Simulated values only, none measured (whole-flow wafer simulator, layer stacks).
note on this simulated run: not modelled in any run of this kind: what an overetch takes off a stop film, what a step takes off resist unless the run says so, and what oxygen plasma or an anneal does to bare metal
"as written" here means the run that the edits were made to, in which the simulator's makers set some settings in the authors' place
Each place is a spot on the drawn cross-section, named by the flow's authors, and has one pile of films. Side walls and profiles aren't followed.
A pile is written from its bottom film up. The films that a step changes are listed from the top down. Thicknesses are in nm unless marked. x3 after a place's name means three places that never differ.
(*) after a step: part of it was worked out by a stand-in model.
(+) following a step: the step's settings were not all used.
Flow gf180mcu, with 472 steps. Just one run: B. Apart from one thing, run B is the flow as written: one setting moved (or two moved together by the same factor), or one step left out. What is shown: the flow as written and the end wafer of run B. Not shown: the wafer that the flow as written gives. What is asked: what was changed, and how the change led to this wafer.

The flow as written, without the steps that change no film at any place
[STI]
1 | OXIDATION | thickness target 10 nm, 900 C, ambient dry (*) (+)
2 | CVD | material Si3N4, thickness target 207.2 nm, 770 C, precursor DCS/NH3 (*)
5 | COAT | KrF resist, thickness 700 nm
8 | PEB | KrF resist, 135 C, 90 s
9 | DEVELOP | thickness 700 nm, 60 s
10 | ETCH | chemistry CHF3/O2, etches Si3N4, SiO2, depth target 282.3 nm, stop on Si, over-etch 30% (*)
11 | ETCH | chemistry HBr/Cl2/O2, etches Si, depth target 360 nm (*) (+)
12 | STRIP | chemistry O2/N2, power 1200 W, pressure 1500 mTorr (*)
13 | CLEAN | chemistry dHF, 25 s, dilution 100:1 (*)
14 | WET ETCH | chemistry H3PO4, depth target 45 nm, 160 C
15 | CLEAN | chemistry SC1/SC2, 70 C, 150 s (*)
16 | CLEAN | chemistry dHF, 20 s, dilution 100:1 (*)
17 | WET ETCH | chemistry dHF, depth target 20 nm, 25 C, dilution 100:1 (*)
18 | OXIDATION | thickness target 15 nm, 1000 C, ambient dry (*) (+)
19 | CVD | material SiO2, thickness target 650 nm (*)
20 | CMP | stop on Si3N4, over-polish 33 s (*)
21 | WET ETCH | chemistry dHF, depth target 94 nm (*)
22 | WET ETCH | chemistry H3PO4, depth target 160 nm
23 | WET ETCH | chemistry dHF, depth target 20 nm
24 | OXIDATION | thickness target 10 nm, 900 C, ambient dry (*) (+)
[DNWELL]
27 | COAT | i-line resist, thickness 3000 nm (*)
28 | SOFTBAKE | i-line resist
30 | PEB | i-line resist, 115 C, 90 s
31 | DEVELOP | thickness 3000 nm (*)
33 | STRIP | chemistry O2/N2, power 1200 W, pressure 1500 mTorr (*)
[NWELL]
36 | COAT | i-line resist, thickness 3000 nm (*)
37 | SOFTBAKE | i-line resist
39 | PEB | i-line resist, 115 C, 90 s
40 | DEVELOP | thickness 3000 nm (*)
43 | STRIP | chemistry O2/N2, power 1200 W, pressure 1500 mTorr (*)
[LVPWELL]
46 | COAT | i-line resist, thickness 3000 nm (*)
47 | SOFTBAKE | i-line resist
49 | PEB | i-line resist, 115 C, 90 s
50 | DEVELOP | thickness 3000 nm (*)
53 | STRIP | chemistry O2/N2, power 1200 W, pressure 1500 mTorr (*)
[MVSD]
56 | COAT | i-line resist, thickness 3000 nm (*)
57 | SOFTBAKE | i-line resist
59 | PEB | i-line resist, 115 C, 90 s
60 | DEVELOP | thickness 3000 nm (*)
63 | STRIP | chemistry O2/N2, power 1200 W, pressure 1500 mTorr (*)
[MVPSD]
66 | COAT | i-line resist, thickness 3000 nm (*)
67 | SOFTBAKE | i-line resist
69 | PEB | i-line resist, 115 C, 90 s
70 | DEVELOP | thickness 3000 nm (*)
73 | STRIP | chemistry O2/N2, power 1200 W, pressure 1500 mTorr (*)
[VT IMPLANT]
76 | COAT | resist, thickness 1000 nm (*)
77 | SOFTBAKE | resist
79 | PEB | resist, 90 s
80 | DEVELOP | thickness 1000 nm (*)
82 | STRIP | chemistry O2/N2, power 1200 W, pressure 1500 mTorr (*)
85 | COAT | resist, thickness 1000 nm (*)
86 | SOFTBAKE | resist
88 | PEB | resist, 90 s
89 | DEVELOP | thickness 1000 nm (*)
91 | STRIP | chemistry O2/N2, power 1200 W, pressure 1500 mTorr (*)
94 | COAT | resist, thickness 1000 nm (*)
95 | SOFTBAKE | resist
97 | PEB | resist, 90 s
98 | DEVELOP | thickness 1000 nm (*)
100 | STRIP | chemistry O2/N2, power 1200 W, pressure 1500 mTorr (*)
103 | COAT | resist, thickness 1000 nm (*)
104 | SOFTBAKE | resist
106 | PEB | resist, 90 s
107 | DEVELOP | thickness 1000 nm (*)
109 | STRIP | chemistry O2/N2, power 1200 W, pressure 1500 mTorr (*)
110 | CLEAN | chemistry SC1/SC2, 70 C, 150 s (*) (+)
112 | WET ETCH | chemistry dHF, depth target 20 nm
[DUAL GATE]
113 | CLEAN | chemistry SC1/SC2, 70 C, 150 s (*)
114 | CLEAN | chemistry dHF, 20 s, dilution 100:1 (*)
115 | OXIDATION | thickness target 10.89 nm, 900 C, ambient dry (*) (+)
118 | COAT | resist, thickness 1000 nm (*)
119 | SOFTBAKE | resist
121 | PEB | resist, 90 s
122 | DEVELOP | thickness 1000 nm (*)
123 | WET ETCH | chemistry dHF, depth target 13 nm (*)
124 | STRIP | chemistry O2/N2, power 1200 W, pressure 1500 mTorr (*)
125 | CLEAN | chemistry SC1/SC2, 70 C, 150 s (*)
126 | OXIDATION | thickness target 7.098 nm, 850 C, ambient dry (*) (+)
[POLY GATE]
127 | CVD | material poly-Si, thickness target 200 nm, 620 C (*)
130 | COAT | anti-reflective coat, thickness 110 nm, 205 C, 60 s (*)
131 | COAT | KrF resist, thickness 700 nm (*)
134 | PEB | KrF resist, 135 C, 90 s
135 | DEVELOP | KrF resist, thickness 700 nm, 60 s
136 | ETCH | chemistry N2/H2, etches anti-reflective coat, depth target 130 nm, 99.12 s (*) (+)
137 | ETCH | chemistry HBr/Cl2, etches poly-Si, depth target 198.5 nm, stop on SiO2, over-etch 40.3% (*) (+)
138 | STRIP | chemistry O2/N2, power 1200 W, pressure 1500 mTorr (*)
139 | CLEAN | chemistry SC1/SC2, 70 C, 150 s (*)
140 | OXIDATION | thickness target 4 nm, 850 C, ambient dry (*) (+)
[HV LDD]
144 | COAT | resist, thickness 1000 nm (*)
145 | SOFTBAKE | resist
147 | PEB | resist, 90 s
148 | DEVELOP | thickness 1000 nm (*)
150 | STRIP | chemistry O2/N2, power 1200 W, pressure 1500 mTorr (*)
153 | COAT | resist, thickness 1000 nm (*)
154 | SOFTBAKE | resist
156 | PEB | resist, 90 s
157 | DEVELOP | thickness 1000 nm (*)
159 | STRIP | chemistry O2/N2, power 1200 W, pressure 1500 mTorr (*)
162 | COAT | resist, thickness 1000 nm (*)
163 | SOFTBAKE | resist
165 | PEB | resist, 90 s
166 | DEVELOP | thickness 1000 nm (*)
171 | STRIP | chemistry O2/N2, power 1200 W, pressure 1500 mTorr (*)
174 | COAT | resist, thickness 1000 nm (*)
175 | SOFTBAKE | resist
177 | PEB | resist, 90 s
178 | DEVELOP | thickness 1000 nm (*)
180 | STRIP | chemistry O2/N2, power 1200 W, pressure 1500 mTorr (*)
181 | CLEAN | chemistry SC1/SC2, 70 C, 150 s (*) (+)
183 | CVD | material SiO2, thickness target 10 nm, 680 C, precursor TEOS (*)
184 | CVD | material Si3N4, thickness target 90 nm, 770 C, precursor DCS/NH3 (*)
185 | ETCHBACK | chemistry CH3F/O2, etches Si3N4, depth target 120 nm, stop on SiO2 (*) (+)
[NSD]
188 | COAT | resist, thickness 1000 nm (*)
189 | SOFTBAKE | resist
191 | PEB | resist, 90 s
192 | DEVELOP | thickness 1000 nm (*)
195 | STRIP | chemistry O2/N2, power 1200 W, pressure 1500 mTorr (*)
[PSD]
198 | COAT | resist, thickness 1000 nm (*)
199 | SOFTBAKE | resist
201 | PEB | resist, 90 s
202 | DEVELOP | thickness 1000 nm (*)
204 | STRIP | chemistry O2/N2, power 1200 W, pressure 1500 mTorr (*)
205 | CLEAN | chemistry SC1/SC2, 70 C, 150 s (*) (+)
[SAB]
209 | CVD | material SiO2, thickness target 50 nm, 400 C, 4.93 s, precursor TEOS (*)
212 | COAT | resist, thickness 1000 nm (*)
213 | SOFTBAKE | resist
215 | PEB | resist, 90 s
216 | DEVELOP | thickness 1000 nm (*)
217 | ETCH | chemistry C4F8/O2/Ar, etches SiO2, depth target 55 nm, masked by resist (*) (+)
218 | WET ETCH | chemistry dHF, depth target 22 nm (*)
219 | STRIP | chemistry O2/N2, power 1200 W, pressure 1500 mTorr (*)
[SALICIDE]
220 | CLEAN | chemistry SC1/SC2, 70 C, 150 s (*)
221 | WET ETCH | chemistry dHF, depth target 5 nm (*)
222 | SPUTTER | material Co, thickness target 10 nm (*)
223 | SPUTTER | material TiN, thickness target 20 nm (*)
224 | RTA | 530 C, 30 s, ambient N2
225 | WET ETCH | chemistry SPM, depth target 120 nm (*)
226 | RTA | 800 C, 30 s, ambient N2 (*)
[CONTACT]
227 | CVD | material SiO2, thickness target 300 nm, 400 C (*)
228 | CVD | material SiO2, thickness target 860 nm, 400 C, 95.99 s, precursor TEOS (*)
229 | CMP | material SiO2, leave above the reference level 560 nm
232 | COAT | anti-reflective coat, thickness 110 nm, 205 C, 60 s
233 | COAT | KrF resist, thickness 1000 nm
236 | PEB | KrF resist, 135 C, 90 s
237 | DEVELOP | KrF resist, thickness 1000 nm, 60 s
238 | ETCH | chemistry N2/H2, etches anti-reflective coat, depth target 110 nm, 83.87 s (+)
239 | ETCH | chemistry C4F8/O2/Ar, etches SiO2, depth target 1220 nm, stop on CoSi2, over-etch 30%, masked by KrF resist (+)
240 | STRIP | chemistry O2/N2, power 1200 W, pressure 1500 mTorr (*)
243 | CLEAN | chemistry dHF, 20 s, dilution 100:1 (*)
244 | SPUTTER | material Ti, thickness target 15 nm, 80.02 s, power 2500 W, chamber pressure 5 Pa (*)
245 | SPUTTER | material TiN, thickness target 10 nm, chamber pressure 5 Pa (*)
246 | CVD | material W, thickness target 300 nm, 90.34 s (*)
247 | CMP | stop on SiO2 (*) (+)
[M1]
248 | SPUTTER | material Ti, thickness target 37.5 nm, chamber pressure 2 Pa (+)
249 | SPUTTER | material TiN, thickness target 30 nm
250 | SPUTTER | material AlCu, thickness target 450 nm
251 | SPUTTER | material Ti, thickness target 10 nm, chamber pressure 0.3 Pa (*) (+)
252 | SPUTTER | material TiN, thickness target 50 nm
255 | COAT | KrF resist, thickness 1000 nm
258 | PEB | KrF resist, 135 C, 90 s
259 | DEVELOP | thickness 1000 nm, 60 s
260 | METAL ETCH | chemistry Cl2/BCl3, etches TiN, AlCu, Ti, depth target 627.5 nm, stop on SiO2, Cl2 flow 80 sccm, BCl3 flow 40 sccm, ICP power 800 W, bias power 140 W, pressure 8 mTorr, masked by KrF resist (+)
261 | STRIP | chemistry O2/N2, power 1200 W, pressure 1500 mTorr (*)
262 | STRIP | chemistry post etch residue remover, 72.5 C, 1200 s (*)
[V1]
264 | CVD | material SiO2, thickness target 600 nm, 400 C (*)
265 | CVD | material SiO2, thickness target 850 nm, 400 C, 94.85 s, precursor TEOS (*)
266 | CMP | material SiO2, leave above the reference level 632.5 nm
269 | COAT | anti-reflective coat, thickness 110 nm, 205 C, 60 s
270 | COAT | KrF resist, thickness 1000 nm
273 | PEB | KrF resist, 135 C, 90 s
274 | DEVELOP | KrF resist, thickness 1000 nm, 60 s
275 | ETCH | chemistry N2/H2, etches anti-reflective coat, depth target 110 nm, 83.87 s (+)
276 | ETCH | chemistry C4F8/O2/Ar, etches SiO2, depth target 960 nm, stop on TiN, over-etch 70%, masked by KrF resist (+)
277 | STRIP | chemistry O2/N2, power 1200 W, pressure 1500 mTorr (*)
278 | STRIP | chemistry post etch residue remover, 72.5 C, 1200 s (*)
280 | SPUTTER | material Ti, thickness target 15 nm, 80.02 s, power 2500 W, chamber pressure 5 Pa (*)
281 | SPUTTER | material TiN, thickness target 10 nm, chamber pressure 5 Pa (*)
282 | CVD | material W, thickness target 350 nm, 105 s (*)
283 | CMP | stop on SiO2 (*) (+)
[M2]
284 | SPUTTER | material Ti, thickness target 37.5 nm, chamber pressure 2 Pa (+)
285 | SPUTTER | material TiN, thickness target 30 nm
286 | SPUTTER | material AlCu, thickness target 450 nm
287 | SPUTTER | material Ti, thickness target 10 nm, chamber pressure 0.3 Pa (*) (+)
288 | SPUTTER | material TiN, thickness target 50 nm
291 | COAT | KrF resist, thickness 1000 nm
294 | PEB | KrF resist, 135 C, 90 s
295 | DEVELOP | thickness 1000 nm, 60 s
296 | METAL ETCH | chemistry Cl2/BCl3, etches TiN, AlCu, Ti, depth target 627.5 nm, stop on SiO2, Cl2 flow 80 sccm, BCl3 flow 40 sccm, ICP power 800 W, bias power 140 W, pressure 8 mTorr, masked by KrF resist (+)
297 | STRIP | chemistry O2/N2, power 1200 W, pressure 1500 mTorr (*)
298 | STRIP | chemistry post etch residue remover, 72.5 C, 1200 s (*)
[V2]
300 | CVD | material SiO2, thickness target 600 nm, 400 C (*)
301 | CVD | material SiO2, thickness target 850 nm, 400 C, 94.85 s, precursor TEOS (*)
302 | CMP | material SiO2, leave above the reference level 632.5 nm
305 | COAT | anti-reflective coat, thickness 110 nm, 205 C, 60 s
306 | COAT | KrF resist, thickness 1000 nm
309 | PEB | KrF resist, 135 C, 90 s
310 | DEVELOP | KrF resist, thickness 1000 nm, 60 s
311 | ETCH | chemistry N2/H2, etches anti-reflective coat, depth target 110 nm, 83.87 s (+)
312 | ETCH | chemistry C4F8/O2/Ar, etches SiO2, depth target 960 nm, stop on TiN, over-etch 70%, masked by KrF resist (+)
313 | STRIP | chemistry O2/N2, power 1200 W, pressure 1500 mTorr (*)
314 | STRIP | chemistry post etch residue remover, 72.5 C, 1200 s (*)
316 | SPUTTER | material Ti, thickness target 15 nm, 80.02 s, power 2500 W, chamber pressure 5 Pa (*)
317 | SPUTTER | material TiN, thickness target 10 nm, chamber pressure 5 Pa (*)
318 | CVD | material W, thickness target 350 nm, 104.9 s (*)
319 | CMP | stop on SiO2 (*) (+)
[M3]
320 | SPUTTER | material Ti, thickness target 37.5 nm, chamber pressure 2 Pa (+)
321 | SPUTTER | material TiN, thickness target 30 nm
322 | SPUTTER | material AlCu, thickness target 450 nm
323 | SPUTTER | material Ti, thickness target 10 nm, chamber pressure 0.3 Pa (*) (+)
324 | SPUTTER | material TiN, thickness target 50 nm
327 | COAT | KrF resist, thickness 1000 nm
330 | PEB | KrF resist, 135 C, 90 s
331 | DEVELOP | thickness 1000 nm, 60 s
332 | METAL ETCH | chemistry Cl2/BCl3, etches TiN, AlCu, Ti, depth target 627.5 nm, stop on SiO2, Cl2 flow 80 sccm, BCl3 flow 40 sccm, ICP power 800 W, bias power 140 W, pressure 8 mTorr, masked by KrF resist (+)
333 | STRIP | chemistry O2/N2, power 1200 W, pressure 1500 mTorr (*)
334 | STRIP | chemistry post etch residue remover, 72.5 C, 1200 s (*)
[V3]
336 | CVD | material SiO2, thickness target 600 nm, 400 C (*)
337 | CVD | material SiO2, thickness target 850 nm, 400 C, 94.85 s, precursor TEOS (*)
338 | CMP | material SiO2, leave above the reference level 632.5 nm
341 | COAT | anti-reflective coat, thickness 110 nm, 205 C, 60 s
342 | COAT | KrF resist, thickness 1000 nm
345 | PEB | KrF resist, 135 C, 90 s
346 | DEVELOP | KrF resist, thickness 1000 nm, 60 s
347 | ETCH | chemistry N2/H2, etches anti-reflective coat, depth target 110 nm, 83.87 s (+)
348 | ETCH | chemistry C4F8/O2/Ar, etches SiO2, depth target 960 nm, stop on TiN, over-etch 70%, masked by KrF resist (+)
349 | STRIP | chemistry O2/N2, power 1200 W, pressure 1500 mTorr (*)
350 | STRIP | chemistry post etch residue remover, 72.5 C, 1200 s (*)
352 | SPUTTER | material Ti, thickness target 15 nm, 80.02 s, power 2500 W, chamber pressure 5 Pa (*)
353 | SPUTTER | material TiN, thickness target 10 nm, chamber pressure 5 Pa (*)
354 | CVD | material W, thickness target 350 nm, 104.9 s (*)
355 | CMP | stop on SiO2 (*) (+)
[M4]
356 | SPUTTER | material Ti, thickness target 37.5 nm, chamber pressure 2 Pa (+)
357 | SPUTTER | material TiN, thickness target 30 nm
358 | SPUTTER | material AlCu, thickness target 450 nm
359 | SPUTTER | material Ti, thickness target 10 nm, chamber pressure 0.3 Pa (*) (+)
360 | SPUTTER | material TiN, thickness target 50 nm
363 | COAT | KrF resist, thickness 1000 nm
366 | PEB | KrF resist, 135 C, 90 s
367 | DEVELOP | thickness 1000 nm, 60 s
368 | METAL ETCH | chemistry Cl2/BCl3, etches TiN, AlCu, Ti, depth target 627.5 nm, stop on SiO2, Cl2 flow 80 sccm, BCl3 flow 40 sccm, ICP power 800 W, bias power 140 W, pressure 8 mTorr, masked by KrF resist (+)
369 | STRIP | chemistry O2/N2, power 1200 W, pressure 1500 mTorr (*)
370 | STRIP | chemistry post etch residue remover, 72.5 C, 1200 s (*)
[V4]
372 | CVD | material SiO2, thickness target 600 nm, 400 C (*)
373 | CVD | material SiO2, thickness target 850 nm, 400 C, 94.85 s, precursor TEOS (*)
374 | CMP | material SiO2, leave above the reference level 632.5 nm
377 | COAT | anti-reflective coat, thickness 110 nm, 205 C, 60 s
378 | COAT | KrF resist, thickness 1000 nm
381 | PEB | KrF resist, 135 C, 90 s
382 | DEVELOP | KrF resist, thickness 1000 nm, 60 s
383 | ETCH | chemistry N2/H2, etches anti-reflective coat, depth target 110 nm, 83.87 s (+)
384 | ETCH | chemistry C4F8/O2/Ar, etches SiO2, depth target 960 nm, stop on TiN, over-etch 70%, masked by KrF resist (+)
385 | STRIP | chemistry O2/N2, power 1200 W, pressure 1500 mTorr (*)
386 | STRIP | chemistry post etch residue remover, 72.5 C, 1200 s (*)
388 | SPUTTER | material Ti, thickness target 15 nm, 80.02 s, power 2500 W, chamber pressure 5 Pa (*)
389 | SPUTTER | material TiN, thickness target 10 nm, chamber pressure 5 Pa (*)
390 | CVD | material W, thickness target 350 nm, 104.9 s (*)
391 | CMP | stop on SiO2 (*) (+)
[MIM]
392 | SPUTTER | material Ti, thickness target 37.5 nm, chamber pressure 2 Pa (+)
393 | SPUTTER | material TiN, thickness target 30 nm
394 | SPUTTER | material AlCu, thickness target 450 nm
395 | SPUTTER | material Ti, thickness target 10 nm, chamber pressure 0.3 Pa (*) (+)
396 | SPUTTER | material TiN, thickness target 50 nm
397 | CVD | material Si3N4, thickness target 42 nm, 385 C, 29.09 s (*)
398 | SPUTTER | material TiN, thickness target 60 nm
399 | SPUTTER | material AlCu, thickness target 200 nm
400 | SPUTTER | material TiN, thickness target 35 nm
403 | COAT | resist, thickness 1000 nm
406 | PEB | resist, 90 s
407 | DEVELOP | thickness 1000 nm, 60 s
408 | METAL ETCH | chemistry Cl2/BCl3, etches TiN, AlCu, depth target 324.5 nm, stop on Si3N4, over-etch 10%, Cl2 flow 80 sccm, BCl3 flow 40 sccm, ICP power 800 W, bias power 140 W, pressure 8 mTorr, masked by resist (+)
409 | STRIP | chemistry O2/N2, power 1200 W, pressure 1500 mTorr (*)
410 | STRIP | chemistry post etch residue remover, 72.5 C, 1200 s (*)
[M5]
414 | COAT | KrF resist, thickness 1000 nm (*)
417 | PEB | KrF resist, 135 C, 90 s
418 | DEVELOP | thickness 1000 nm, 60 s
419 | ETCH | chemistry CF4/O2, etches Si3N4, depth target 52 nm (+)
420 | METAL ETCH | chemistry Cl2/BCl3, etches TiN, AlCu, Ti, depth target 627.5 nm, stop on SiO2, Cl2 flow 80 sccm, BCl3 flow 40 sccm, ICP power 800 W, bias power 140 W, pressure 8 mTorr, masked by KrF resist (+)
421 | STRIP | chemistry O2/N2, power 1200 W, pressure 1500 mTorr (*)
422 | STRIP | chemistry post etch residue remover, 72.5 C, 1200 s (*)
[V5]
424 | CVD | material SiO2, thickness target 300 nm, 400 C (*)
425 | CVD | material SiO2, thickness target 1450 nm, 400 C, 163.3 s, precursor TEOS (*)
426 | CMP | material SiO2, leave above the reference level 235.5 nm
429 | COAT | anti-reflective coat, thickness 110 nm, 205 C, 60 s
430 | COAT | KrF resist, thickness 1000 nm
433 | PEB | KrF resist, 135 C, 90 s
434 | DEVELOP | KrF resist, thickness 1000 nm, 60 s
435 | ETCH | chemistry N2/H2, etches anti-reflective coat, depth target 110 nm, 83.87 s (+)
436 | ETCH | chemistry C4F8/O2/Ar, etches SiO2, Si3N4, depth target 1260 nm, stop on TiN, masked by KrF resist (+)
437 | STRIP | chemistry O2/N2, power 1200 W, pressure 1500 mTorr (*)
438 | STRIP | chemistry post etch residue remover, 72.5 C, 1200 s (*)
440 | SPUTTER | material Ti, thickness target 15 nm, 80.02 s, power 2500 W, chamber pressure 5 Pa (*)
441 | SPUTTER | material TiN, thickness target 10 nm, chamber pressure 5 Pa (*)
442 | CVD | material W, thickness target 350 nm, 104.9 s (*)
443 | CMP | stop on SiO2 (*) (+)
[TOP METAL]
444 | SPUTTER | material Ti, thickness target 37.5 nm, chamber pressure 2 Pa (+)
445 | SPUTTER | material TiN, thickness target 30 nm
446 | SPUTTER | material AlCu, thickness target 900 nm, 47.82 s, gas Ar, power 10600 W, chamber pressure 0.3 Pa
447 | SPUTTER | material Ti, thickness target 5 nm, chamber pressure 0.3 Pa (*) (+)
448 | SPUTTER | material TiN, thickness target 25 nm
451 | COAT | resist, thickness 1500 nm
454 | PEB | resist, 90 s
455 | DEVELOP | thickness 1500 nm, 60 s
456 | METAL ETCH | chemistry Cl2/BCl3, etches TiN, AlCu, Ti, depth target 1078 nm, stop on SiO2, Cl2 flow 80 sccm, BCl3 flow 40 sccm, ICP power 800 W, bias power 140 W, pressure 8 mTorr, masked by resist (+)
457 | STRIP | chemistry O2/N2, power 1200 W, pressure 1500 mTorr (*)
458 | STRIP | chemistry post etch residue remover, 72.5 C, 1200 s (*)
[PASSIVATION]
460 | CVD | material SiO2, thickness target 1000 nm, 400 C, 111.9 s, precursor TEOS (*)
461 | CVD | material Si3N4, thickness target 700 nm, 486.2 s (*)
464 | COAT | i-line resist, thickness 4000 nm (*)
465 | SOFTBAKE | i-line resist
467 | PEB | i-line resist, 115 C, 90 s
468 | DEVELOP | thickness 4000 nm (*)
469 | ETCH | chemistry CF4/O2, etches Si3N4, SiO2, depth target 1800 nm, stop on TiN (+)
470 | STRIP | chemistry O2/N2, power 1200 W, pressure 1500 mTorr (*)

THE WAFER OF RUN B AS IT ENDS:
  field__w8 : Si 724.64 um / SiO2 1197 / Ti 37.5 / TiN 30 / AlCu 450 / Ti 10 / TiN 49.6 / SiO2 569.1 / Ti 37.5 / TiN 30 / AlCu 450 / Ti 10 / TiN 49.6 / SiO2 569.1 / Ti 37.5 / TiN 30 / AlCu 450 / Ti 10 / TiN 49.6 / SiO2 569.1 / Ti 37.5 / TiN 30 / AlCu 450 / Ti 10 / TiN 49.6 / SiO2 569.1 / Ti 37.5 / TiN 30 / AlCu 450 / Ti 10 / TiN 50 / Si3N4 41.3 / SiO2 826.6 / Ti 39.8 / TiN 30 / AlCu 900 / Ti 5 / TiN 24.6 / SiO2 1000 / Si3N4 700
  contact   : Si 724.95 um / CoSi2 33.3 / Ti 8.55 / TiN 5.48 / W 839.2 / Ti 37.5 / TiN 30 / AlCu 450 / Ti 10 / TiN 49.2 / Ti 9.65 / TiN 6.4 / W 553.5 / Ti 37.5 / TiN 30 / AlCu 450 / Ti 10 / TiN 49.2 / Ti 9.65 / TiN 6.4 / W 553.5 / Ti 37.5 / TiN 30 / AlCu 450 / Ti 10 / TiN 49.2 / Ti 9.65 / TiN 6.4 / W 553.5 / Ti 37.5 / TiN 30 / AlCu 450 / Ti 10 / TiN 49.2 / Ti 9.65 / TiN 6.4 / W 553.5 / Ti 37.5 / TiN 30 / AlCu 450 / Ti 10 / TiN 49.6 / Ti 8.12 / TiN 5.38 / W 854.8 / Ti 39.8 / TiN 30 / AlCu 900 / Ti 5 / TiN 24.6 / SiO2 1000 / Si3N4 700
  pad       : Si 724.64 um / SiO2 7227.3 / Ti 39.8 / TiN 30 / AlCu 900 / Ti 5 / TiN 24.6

Cause: step 444, SPUTTER: thickness target 39.8 nm was run, though the flow has thickness target 37.5 nm.
One can read it off the wafer: field__w8 has Ti 39.8, and step 444 as written asks for 37.5 nm.

How this came from the change, step by step:
  444 | SPUTTER | material Ti, thickness target 37.5 nm, chamber pressure 2 Pa (+)
      field, field__w1, field__w2 and 109 more: Ti gains 39.8 (new film) (as written it would have been: Ti gains 37.5 (new film))
  456 | METAL ETCH | chemistry Cl2/BCl3, etches TiN, AlCu, Ti, depth target 1078 nm, stop on SiO2, Cl2 flow 80 sccm, BCl3 flow 40 sccm, ICP power 800 W, bias power 140 W, pressure 8 mTorr, masked by resist (+)
      field, field__w1, field__w2 and 103 more: TiN loses 25 (all of it), Ti loses 5 (all of it), AlCu loses 900 (all of it), TiN loses 30 (all of it), Ti loses 39.8 (all of it) (as written it would have been: TiN loses 25 (all of it), Ti loses 5 (all of it), AlCu loses 900 (all of it), TiN loses 30 (all of it), Ti loses 37.5 (all of it))
